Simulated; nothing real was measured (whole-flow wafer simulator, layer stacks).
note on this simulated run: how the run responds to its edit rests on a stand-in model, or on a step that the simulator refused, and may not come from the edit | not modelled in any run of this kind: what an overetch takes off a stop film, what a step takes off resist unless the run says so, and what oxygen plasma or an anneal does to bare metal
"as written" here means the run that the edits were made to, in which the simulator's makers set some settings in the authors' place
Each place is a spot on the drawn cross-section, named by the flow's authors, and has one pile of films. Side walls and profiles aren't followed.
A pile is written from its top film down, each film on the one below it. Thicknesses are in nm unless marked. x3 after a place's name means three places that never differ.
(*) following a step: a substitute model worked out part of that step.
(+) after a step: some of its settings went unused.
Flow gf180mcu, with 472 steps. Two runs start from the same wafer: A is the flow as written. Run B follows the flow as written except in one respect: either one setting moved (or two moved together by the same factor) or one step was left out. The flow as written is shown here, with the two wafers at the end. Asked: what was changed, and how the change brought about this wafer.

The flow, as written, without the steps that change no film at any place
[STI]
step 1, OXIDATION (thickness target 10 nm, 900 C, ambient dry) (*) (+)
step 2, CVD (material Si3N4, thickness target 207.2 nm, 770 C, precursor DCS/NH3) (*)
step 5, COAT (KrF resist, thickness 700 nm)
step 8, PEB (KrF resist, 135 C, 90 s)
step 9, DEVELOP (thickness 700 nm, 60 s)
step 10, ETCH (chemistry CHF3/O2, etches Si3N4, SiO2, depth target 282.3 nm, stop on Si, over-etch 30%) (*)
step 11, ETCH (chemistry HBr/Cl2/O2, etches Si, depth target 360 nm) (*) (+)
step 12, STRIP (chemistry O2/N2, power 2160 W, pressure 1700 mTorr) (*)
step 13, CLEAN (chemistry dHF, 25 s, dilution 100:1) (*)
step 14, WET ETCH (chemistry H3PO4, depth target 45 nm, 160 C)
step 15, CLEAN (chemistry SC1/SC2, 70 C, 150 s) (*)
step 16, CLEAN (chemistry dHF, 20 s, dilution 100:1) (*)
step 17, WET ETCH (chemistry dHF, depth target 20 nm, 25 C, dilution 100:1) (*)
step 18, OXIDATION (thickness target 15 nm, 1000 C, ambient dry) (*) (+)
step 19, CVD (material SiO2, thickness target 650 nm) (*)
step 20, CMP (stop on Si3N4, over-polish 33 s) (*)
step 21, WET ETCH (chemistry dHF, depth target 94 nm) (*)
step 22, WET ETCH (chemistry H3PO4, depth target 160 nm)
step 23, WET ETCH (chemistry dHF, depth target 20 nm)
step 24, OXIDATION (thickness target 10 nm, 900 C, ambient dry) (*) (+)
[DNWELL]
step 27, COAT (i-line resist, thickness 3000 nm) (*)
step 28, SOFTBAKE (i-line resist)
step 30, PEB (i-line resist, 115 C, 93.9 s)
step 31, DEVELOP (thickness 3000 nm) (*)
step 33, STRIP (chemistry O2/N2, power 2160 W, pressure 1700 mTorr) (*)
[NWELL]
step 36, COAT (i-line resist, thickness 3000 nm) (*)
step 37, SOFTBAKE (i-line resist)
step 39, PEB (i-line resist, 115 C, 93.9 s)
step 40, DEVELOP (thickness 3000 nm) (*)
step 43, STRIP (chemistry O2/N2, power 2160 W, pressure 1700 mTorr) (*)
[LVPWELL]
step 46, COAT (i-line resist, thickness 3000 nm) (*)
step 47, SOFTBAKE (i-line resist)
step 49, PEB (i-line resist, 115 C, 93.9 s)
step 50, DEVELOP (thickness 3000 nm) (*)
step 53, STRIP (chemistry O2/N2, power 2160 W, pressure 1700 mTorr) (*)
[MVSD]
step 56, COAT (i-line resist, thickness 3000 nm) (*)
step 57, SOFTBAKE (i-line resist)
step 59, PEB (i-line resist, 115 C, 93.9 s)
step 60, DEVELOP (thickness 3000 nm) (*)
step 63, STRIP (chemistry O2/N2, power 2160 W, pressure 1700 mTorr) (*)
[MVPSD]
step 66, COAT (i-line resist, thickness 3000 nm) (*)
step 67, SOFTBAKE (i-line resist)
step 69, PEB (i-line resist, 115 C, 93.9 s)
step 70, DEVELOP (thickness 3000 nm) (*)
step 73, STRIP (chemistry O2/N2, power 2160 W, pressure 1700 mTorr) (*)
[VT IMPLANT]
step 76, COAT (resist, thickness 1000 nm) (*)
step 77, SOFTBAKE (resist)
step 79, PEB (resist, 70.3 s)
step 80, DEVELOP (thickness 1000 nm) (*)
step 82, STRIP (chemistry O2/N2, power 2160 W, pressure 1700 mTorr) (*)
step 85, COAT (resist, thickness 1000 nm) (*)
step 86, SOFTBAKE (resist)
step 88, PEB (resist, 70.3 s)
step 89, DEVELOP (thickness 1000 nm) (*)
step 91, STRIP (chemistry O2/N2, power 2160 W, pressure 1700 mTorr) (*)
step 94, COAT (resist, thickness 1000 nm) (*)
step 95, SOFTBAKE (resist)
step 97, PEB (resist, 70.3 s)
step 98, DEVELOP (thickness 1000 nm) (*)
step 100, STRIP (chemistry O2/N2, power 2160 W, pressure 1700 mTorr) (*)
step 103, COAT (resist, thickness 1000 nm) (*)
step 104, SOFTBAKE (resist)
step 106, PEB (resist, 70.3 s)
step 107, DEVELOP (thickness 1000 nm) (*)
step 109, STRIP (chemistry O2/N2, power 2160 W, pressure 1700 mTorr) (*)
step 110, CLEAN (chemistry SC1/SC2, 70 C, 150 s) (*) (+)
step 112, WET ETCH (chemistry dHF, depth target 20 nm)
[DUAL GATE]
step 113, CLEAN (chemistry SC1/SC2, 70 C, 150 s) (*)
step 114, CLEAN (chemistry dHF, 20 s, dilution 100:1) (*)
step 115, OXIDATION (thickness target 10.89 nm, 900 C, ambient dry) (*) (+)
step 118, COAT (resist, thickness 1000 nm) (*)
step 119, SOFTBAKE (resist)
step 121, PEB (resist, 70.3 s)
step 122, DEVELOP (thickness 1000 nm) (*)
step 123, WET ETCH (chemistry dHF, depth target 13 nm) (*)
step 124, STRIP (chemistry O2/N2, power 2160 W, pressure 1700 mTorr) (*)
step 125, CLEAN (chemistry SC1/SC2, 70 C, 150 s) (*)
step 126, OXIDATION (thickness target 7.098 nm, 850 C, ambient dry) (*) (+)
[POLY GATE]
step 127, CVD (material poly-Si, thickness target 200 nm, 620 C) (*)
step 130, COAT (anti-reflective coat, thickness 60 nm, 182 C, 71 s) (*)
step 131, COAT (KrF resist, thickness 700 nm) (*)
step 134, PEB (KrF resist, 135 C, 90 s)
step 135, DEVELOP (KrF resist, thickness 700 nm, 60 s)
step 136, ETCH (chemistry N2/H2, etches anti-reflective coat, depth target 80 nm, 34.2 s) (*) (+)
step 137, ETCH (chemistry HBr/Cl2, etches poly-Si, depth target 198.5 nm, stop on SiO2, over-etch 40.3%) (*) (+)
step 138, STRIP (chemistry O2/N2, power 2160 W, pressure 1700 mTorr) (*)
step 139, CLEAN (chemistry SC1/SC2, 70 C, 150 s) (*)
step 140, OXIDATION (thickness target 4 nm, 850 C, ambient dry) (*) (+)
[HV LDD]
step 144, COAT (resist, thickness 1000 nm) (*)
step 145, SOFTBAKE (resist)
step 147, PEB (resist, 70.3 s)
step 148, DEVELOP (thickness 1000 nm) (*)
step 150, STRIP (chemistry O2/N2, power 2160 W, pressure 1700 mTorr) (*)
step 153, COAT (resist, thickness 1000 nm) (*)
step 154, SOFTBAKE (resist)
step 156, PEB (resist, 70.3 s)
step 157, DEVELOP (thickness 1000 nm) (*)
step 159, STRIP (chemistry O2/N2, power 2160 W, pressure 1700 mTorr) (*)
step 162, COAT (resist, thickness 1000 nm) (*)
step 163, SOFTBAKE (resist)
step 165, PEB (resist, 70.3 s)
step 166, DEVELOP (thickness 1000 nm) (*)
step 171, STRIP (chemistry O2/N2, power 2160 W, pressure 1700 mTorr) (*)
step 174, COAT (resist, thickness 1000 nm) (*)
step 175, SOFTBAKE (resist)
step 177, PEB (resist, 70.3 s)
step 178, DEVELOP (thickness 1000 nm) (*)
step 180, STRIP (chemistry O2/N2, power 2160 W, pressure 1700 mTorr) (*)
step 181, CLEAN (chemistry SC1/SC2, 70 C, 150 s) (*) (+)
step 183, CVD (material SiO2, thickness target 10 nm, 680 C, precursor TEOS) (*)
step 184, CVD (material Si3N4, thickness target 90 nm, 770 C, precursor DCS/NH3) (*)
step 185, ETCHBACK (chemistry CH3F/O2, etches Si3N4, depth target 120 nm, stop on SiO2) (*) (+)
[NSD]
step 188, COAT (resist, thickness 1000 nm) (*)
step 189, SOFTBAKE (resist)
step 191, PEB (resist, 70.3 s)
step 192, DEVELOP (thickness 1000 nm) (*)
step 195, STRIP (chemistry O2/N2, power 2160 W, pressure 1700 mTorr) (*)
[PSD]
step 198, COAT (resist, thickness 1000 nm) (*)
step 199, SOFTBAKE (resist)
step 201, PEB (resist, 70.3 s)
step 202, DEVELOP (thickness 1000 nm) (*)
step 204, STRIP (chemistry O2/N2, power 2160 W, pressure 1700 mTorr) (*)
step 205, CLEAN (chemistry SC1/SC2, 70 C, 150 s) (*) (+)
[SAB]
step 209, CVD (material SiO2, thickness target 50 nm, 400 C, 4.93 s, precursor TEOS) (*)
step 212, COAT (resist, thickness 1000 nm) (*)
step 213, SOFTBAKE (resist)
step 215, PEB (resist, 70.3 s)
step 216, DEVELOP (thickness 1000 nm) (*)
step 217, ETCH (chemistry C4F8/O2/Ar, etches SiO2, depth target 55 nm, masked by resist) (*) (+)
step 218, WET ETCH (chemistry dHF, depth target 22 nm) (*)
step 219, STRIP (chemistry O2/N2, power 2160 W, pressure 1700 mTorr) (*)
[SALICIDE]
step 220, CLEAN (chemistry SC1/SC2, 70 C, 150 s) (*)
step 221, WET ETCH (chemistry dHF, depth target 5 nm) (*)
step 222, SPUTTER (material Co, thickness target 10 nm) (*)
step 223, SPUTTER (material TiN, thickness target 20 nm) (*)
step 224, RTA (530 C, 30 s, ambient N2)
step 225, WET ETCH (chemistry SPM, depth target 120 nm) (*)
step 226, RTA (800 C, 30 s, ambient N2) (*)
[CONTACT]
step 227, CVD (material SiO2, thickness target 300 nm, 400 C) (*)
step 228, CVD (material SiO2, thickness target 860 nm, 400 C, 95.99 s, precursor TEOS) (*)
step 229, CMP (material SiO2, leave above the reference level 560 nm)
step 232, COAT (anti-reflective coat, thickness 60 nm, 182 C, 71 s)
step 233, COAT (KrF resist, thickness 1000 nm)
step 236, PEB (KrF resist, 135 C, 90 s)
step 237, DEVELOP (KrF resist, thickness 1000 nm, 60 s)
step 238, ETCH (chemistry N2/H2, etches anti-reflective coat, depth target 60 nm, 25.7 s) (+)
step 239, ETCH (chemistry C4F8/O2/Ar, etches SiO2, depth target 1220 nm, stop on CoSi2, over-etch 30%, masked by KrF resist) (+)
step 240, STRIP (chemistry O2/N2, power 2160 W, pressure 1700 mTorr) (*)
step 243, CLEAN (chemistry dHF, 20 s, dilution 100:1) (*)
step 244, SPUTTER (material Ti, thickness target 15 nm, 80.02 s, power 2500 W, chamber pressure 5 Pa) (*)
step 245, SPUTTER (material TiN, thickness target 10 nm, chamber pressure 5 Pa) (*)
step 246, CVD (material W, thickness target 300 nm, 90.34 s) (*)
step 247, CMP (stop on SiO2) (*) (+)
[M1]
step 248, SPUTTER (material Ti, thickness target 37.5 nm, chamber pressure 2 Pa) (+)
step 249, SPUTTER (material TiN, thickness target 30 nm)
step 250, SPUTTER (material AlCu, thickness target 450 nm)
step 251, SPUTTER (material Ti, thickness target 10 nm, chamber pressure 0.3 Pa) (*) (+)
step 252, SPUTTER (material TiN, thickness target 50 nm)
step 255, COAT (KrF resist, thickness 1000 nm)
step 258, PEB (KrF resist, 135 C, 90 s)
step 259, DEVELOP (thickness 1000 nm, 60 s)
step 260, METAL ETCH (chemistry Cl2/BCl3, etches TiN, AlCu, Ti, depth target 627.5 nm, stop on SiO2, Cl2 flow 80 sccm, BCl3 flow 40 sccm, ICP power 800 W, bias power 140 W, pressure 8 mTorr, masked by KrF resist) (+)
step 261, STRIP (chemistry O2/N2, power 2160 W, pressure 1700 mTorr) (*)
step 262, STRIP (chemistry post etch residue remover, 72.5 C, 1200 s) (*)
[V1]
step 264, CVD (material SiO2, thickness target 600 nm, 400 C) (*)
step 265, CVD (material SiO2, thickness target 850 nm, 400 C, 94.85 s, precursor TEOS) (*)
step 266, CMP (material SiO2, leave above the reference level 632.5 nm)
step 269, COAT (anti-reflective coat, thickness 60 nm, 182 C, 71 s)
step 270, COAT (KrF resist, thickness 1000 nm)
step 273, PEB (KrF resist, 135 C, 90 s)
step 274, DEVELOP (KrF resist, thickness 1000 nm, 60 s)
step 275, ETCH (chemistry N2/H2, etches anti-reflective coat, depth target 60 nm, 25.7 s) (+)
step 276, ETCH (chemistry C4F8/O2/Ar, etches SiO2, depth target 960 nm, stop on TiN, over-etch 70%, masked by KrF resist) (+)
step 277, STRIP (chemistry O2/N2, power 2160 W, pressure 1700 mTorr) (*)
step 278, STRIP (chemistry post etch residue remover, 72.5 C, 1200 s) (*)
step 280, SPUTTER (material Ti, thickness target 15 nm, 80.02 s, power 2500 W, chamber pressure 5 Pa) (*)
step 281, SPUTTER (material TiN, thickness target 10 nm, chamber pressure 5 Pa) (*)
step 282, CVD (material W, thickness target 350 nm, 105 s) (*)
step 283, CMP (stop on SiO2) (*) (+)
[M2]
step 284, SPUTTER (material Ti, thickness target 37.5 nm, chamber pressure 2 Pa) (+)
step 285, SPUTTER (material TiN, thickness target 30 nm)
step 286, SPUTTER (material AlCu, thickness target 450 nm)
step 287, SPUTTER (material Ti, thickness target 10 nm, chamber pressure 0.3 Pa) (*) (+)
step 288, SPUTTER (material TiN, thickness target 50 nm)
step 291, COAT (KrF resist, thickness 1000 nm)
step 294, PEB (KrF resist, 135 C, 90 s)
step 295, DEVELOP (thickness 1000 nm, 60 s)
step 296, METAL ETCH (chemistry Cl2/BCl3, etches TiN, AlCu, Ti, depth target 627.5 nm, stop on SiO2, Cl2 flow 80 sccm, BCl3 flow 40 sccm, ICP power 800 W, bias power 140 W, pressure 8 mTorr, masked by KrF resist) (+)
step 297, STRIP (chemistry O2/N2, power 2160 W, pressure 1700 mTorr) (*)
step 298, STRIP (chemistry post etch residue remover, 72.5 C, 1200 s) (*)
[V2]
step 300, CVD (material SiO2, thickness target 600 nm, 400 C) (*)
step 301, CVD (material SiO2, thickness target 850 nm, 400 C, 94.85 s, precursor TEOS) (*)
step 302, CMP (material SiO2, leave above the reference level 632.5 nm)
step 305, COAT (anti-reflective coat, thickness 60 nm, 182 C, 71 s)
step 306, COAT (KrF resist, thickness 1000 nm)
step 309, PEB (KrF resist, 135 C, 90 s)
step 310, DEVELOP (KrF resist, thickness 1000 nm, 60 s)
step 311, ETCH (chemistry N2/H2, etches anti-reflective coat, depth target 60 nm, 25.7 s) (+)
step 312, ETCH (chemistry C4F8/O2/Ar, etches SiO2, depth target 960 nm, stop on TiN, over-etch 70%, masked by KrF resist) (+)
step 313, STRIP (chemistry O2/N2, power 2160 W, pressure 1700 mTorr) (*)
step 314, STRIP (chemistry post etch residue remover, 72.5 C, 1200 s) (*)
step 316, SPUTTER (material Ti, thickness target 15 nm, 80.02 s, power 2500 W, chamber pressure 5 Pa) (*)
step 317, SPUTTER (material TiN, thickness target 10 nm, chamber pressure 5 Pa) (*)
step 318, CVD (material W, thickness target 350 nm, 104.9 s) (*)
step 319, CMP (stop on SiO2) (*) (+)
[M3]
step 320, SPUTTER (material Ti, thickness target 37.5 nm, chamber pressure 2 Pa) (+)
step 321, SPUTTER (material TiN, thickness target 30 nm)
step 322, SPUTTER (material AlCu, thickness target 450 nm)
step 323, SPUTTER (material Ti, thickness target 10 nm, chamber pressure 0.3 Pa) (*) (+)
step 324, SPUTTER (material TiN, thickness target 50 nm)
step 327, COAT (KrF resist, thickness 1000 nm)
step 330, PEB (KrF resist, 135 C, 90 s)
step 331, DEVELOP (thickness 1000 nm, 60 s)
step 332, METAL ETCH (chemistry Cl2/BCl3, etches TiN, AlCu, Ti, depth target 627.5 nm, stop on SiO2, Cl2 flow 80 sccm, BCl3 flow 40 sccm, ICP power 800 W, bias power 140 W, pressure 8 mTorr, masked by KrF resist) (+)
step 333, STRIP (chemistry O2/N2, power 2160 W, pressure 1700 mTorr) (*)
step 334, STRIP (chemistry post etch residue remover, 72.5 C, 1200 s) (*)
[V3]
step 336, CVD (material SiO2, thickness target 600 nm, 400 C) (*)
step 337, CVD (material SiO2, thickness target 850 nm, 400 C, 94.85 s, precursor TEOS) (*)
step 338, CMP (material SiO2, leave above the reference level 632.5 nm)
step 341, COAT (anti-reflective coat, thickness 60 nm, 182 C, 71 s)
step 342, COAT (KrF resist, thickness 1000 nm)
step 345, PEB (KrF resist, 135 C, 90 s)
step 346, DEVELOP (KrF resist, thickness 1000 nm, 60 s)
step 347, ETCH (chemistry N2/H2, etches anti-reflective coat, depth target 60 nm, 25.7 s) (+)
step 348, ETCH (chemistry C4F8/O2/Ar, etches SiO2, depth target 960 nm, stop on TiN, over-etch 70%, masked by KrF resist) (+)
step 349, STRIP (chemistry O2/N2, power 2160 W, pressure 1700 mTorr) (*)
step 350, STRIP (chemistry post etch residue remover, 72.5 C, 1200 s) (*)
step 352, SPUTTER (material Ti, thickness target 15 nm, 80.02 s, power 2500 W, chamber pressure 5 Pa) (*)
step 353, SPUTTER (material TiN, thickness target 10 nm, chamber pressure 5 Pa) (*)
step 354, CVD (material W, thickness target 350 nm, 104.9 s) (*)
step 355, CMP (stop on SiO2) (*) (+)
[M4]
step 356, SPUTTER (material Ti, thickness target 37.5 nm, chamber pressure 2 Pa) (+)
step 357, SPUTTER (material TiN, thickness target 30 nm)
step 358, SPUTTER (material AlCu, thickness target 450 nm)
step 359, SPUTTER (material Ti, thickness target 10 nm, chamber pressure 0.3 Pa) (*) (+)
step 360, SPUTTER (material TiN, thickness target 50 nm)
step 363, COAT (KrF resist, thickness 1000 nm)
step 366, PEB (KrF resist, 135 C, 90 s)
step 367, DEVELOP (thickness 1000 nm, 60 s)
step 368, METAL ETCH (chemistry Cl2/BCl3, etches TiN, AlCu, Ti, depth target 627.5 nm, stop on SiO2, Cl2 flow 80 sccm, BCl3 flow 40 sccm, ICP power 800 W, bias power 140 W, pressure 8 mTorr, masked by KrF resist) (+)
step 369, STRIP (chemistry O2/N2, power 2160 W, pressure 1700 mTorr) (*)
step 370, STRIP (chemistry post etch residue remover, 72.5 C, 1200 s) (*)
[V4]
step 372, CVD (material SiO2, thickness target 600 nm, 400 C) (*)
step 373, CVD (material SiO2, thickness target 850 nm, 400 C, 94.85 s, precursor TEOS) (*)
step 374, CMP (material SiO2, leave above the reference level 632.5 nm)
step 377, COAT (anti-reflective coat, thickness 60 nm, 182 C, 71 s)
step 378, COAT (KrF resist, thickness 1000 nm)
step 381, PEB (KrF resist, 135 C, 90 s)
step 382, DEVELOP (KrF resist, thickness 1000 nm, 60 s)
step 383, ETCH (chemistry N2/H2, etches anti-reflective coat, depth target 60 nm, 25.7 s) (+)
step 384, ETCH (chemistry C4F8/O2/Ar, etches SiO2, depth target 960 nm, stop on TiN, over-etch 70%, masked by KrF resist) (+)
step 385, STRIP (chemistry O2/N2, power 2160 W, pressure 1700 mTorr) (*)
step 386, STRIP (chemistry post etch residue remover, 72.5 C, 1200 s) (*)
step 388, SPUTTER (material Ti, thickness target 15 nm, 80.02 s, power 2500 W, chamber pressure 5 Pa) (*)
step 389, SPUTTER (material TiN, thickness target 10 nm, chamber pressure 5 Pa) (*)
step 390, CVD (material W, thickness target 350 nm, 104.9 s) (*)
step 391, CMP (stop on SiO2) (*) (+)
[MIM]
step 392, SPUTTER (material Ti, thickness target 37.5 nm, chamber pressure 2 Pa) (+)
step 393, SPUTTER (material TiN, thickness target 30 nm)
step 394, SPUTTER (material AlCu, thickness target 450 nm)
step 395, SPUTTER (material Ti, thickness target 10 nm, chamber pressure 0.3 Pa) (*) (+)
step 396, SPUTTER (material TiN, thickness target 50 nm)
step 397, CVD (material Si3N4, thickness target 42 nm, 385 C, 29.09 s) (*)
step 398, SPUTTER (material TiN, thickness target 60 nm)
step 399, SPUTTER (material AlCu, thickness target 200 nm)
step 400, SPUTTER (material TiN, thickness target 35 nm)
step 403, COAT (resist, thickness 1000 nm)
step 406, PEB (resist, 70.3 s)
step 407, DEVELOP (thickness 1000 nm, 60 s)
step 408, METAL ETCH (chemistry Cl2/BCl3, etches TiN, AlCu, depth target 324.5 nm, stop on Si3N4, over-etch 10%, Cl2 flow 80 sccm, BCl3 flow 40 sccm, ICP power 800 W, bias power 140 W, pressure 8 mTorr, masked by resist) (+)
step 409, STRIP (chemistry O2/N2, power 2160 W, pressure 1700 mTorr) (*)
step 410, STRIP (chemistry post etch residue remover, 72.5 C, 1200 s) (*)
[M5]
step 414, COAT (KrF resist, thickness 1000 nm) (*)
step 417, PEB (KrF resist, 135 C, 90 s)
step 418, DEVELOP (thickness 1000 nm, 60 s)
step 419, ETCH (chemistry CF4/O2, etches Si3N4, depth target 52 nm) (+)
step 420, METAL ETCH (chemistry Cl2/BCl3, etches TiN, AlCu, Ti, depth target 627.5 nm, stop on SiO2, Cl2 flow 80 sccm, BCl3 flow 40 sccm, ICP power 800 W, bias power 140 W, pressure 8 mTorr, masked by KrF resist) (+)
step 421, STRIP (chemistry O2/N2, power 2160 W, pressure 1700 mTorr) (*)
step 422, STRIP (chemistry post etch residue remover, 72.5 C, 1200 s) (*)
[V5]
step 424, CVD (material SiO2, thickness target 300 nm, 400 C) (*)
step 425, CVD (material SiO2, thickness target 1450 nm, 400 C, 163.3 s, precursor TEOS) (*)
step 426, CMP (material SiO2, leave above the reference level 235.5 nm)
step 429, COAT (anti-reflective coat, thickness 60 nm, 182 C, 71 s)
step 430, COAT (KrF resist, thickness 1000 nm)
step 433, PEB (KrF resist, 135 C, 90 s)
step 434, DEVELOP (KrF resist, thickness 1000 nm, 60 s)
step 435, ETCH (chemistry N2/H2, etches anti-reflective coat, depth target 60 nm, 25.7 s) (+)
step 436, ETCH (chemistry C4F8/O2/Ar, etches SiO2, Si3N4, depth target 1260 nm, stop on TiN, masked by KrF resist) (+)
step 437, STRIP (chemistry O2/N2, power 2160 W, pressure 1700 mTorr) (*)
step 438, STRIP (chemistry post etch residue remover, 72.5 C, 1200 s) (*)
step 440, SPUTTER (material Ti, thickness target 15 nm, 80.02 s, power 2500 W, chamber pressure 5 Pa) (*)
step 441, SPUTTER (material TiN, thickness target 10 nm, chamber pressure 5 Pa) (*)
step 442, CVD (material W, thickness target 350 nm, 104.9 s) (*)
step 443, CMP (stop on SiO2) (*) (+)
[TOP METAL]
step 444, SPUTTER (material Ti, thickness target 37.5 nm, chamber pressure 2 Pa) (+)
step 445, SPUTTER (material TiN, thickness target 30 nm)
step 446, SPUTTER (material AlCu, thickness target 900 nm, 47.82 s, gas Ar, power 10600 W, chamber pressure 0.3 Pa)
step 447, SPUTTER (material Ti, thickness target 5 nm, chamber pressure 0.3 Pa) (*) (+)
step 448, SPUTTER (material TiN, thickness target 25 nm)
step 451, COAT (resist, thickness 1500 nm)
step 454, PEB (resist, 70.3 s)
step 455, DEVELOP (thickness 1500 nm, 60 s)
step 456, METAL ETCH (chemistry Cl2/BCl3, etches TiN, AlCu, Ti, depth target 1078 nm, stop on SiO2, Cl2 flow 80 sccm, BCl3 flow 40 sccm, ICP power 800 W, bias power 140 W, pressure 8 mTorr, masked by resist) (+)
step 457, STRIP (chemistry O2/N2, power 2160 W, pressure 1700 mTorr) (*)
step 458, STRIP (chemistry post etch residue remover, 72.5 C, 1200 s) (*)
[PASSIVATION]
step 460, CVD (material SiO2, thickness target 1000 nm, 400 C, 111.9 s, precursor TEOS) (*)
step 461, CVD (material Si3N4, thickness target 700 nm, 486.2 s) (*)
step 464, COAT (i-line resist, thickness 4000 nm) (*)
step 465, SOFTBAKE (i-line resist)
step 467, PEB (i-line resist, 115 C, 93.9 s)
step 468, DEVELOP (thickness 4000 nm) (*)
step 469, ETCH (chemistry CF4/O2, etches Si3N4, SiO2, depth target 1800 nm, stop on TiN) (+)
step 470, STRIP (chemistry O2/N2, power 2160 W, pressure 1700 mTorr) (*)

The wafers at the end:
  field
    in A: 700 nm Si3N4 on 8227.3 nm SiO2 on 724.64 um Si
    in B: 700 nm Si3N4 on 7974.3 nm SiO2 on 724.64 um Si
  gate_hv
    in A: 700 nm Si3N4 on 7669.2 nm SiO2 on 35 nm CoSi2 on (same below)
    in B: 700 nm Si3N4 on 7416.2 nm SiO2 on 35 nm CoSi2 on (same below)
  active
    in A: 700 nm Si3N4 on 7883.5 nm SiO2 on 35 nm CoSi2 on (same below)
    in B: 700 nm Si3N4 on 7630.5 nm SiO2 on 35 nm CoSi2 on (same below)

What caused this: step 338, CMP: leave above the reference level 379.5 nm was run, while the flow as written has leave above the reference level 632.5 nm.

The path from the change to this, step by step:
  step 338, CMP (material SiO2, leave above the reference level 632.5 nm)
      field, field__w1, field__w2 and 103 more: A -300 SiO2 | B -553 SiO2
      field__w8, contact, m1, m1__w1, m1_nw: A -877.1 SiO2 | B -1130.1 SiO2
  step 348, ETCH (chemistry C4F8/O2/Ar, etches SiO2, depth target 960 nm, stop on TiN, over-etch 70%, masked by KrF resist) (+)
      field, field__w1, field__w2 and 107 more: A -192 KrF resist | B -108.6 KrF resist
      contact: A -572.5 SiO2 (all of it) | B -319.5 SiO2 (all of it)
  step 349, STRIP (chemistry O2/N2, power 2160 W, pressure 1700 mTorr) (*)
      field, field__w1, field__w2 and 107 more: A -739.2 KrF resist (all of it), -60 anti-reflective coat (all of it) | B -822.6 KrF resist (all of it), -60 anti-reflective coat (all of it)
  step 352, SPUTTER (material Ti, thickness target 15 nm, 80.02 s, power 2500 W, chamber pressure 5 Pa) (*)
      contact: A +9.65 Ti (new film) | B +11.3 Ti (new film)
  step 353, SPUTTER (material TiN, thickness target 10 nm, chamber pressure 5 Pa) (*)
      contact: A +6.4 TiN (new film) | B +7.49 TiN (new film)
  step 354, CVD (material W, thickness target 350 nm, 104.9 s) (*)
      contact: A +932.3 W (new film) | B +676.6 W (new film)
